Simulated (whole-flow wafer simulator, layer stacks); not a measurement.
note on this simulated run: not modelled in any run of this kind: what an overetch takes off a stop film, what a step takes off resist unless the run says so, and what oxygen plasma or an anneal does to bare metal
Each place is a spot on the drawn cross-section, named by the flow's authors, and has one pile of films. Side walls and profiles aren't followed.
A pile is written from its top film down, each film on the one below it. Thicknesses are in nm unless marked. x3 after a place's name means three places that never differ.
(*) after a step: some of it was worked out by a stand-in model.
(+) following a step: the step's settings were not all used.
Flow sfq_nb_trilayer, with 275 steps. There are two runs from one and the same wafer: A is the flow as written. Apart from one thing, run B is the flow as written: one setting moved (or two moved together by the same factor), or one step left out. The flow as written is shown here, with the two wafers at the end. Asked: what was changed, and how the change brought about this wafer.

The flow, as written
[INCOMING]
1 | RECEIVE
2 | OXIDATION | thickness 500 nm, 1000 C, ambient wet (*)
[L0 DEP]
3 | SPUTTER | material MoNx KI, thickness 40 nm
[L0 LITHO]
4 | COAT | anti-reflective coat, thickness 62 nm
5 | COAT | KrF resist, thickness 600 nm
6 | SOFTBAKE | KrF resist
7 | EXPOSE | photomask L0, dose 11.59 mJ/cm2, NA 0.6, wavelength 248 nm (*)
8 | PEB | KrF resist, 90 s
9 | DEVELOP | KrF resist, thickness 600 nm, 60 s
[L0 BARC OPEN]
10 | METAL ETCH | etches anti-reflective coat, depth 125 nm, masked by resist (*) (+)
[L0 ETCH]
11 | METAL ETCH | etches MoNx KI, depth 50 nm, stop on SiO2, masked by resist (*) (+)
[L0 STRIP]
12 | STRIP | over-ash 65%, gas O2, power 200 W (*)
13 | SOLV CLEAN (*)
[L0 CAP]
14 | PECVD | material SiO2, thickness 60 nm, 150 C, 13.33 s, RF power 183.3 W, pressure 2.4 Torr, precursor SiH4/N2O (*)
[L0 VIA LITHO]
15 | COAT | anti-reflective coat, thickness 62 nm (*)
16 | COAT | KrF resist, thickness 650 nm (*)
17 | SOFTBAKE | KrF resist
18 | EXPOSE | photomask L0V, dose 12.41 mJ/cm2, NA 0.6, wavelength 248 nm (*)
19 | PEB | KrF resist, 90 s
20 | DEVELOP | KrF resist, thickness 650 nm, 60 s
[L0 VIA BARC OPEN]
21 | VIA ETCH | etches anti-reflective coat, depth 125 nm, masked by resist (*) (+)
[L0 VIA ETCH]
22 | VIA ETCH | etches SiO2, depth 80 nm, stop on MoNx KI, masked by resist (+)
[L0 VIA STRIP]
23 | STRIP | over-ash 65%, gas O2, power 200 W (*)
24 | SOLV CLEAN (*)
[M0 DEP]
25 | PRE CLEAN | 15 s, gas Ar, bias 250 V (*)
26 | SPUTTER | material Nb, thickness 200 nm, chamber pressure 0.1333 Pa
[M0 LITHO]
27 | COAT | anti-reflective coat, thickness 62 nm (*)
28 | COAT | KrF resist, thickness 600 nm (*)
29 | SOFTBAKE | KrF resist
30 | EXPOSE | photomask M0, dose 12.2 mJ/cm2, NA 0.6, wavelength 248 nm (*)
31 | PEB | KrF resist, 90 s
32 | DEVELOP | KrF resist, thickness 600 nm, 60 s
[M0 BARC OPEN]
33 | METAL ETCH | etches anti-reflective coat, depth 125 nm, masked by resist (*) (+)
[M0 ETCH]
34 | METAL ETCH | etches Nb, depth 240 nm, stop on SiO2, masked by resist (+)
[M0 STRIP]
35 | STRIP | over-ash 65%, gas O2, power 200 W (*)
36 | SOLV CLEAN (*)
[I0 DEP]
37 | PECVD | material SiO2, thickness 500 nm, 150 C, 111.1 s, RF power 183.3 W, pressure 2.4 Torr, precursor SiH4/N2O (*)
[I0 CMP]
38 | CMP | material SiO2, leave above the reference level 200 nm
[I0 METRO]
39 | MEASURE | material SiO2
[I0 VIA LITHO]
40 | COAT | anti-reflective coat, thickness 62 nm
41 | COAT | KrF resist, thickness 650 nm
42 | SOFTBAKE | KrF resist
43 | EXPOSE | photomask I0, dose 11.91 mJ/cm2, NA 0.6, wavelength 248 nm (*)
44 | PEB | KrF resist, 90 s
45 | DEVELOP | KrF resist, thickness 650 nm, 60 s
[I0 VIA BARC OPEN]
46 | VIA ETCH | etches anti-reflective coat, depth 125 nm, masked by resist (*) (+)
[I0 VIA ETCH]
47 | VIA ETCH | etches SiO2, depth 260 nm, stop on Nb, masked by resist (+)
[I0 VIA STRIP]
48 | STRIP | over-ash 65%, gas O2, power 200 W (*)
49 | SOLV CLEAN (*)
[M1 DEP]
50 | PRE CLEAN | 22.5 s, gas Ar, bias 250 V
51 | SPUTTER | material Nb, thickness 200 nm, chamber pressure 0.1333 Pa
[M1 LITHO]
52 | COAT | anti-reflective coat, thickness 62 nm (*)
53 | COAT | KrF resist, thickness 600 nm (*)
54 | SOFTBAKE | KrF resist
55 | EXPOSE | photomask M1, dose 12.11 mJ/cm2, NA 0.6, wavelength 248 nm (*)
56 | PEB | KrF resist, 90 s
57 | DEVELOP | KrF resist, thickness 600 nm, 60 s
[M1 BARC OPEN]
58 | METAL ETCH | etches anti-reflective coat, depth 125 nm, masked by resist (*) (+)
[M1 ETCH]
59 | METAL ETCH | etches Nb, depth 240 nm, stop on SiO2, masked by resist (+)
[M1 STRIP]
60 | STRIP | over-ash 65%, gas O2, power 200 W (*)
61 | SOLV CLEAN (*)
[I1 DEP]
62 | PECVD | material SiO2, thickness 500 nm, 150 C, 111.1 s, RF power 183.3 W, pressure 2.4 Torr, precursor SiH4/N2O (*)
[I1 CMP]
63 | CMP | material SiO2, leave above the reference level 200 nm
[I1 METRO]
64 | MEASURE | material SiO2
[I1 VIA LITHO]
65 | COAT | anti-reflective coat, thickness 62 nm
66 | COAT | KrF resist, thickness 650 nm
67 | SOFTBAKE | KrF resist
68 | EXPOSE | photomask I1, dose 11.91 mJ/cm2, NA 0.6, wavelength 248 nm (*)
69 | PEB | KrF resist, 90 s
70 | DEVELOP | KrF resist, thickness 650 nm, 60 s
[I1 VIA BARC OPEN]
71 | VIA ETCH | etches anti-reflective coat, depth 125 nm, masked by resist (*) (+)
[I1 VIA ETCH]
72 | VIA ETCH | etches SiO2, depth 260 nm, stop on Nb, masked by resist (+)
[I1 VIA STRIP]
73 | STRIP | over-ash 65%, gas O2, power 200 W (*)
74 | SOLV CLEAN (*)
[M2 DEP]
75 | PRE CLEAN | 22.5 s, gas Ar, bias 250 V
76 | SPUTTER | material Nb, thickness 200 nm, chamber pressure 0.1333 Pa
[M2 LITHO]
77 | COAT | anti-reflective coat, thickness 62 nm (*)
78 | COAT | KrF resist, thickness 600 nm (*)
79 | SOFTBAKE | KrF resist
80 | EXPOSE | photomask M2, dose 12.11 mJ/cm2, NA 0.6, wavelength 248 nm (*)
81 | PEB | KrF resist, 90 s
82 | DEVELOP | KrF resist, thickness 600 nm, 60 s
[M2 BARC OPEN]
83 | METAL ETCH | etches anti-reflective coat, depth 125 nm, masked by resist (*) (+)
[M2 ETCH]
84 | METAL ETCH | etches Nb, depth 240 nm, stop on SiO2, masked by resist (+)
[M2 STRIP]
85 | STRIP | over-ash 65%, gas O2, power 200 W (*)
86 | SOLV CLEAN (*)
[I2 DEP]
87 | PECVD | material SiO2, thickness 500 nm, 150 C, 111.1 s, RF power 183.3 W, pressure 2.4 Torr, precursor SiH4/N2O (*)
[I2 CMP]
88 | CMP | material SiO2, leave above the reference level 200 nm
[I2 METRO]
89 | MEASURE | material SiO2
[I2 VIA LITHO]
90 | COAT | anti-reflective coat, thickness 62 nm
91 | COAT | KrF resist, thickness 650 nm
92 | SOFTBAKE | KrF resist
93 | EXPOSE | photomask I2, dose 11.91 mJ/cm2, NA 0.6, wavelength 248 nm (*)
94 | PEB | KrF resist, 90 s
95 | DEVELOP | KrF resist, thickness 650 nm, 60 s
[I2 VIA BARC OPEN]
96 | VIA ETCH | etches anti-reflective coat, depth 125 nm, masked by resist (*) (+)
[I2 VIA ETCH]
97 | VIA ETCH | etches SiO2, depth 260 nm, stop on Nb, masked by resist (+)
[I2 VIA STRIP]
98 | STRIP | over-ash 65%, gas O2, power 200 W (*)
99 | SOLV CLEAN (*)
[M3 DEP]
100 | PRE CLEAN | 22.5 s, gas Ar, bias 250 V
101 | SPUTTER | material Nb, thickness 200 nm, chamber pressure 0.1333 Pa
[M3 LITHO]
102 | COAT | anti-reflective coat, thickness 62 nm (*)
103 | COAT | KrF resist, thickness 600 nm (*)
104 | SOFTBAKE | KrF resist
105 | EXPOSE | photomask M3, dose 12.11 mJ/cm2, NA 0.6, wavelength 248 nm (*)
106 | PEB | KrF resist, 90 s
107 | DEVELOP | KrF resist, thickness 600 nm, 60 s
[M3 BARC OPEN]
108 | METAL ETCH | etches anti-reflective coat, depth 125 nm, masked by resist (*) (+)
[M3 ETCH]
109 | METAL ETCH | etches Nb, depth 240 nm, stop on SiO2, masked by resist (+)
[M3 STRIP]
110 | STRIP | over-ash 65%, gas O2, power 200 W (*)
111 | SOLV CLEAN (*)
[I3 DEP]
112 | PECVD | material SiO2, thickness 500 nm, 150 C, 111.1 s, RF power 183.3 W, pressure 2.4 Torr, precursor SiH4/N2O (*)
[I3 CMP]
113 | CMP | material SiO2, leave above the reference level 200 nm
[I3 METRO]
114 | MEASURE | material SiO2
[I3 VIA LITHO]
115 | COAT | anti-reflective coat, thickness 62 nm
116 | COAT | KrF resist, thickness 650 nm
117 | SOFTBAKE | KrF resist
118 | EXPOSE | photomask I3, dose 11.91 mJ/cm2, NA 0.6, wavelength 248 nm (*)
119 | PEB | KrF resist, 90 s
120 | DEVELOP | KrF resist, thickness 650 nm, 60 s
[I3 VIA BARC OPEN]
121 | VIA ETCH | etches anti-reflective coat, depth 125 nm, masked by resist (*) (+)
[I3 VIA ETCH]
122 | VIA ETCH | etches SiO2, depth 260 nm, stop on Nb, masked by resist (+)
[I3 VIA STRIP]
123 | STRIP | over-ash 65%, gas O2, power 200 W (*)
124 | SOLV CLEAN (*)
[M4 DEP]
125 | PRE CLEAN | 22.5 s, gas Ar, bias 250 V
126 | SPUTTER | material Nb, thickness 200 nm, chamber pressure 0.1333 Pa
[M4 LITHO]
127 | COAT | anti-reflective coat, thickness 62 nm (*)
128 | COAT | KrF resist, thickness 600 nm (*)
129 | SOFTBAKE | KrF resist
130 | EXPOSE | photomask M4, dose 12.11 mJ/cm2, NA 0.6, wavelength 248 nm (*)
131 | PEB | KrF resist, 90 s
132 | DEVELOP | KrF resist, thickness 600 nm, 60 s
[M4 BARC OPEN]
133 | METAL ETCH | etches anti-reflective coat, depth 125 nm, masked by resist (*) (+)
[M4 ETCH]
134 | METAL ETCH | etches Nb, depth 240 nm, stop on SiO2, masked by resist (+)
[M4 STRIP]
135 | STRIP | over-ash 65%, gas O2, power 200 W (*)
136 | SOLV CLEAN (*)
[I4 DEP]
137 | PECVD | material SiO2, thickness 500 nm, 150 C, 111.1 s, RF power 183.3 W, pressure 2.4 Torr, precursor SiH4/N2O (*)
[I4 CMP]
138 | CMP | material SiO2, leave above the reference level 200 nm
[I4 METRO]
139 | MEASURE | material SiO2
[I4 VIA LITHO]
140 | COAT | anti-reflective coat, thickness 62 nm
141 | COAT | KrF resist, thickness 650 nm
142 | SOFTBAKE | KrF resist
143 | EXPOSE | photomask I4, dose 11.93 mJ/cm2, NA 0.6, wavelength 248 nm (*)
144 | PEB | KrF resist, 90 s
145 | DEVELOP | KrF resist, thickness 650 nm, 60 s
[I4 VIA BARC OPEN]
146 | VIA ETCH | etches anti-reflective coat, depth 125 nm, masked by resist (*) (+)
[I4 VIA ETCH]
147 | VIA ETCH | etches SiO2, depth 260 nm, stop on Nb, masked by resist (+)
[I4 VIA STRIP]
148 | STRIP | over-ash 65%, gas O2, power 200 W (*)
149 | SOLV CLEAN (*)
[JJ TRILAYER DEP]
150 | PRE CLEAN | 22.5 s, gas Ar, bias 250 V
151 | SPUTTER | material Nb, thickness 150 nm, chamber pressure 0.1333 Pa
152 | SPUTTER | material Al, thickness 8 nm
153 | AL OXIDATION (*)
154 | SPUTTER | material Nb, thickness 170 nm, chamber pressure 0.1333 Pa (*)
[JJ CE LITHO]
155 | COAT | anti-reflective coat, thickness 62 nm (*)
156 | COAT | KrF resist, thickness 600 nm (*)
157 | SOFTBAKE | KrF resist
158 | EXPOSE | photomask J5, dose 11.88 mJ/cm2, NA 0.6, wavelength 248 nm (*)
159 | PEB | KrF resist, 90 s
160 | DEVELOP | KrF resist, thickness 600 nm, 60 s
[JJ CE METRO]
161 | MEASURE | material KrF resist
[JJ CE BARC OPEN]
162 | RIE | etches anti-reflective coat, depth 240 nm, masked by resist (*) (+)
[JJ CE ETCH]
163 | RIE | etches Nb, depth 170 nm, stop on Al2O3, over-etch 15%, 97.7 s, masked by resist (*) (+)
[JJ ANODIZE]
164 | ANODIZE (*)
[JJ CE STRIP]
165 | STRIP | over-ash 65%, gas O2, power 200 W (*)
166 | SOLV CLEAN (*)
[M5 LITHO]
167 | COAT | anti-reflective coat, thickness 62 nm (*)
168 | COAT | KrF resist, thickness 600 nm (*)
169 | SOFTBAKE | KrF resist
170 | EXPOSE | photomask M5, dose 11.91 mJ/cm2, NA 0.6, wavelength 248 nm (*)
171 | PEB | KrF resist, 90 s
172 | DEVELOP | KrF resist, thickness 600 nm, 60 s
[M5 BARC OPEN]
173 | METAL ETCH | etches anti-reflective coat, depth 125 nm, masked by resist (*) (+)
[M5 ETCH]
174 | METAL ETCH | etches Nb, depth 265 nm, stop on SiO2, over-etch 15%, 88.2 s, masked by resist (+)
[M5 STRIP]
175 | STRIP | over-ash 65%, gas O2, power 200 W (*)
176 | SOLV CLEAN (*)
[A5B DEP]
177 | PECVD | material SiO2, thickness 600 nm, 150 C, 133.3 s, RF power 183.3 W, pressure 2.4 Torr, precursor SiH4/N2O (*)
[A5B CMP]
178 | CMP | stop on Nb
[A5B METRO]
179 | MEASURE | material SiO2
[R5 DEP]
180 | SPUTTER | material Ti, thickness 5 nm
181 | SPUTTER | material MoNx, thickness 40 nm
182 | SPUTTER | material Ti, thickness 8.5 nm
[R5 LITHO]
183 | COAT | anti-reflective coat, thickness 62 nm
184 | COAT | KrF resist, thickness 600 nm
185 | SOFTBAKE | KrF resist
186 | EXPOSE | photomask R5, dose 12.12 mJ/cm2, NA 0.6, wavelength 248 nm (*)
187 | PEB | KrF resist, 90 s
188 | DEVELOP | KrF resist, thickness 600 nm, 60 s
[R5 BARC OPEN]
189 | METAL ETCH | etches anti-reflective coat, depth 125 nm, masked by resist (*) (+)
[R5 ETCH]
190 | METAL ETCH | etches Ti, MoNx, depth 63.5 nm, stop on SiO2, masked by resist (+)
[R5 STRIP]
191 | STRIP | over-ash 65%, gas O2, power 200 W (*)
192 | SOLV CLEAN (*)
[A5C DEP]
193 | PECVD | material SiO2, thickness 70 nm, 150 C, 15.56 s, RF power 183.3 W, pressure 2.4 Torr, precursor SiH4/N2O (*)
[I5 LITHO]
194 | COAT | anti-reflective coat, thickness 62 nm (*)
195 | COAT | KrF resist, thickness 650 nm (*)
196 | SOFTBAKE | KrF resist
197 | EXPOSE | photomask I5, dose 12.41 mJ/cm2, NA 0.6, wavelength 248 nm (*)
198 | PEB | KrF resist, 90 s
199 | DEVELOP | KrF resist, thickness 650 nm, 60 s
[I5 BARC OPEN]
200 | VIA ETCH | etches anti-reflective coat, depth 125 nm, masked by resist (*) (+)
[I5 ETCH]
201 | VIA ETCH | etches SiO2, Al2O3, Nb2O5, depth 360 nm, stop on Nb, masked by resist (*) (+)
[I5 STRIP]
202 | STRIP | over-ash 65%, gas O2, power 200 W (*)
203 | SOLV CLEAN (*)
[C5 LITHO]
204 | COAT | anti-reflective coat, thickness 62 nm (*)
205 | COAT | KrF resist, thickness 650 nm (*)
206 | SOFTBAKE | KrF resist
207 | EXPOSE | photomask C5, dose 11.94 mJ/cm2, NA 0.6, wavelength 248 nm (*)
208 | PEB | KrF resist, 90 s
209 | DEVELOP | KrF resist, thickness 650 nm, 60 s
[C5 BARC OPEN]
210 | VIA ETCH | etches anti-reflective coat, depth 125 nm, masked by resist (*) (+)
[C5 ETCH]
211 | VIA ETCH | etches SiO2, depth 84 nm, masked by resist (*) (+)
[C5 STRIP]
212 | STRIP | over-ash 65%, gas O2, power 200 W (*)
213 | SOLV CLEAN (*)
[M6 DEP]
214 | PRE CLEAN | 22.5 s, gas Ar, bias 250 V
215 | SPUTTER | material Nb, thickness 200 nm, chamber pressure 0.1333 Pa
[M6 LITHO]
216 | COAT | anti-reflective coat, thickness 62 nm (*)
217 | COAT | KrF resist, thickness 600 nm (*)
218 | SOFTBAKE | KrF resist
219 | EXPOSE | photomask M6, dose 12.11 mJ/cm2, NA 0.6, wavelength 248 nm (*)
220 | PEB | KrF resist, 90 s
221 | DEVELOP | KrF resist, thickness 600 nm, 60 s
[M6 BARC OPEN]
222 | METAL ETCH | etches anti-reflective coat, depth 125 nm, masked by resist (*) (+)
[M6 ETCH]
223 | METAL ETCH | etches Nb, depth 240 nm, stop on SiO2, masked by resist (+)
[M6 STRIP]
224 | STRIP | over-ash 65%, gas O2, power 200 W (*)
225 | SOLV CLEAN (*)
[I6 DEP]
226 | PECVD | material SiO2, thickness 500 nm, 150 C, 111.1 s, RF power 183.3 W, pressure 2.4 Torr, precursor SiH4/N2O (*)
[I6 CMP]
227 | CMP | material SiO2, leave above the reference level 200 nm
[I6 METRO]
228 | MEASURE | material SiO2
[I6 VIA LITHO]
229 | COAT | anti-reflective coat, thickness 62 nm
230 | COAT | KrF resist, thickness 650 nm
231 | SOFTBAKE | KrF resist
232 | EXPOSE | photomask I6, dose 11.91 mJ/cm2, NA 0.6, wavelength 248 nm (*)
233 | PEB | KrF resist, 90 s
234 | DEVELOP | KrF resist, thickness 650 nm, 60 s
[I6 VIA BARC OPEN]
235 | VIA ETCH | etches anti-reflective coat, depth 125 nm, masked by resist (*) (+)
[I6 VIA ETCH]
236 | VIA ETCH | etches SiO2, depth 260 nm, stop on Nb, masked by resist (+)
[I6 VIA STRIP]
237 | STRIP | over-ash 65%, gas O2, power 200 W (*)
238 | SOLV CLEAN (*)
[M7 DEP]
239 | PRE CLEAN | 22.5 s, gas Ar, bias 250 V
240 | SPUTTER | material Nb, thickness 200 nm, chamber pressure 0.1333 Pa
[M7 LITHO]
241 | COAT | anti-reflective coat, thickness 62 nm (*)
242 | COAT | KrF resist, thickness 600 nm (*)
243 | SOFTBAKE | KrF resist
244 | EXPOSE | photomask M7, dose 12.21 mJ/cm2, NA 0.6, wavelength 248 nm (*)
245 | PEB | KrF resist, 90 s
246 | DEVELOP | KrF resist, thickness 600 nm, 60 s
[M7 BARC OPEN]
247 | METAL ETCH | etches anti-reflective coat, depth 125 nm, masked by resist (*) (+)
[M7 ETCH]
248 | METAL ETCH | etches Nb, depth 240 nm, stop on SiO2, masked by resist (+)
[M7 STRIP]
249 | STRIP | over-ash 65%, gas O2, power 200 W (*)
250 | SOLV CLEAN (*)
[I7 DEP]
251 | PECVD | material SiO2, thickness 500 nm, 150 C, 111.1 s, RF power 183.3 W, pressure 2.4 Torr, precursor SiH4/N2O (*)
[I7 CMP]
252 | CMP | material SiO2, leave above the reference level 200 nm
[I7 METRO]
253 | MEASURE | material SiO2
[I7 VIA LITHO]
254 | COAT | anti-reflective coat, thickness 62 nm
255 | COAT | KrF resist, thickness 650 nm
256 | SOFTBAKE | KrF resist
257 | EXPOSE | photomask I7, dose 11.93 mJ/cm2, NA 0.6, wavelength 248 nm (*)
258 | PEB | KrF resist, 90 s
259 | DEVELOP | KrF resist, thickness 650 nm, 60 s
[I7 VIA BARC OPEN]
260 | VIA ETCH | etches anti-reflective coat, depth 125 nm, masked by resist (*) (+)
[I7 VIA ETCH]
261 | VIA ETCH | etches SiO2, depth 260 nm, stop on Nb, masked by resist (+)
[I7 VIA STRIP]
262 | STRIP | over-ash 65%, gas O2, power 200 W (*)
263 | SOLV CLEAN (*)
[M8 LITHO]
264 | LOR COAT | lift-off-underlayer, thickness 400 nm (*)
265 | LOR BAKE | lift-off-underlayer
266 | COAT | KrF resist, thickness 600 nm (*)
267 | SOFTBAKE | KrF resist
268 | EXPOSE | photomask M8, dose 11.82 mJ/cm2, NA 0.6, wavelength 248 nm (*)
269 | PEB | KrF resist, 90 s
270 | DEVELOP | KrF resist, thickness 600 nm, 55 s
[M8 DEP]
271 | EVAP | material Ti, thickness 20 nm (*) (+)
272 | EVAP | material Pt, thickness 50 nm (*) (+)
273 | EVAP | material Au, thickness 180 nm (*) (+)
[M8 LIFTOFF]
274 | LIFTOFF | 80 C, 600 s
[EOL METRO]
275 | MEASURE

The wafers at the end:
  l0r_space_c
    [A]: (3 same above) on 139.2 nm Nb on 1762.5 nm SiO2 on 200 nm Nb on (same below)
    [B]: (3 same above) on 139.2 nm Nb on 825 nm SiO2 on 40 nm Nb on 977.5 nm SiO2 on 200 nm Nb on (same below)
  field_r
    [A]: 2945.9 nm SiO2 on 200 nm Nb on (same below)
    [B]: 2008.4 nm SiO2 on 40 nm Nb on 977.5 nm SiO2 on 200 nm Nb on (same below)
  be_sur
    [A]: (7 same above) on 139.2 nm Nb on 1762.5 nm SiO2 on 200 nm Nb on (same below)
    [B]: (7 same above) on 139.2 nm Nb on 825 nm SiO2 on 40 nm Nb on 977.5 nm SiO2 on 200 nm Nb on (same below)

Cause: step 101, SPUTTER: thickness 280 nm was run, though the flow has thickness 200 nm.

Step by step, how the change led to this:
  101 | SPUTTER | material Nb, thickness 200 nm, chamber pressure 0.1333 Pa
      field_l, v_sur, via_wl and 102 more: A +200 Nb (new film) | B +280 Nb (new film)
      via_w: A +165.5 Nb | B +232.8 Nb
  102 | COAT | anti-reflective coat, thickness 62 nm (*)
      via_wl: A +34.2 anti-reflective coat (new film) | B +32.7 anti-reflective coat (new film)
  109 | METAL ETCH | etches Nb, depth 240 nm, stop on SiO2, masked by resist (+)
      field_l, be, be_sur and 72 more: A -200 Nb (all of it) | B -240 Nb
  110 | STRIP | over-ash 65%, gas O2, power 200 W (*)
      via_wl: A -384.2 KrF resist (all of it), -34.2 anti-reflective coat (all of it) | B -384 KrF resist (all of it), -32.7 anti-reflective coat (all of it)
  112 | PECVD | material SiO2, thickness 500 nm, 150 C, 111.1 s, RF power 183.3 W, pressure 2.4 Torr, precursor SiH4/N2O (*)
      field_l, be, be_sur and 64 more: A +500 SiO2 | B +500 SiO2 (new film)
      p4_g1 x2, p3_s0 x6: A +557.1 SiO2 | B +597.1 SiO2 (new film)
  113 | CMP | material SiO2, leave above the reference level 200 nm
      field_l, be, be_sur and 64 more: A -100 SiO2 | B -60 SiO2
      via_w: A -181.6 SiO2 | B -157.1 SiO2
With metal films that touch counted as one body, l0r_space_c has 3 bodies (between them, from the top down: SiO2 825; SiO2 977.5); the flow as written gives 2 bodies (between them, from the top down: SiO2 1762.5).
With metal films that touch counted as one body, field_r has 2 bodies (between them, from the top down: SiO2 977.5); the flow as written gives 1 body.
With metal films that touch counted as one body, be_sur has 5 bodies (between them, from the top down: SiO2 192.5; SiO2 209 / Al2O3 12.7 / Nb2O5 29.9; SiO2 825; SiO2 977.5); the flow as written gives 4 bodies (between them, from the top down: SiO2 192.5; SiO2 209 / Al2O3 12.7 / Nb2O5 29.9; SiO2 1762.5).
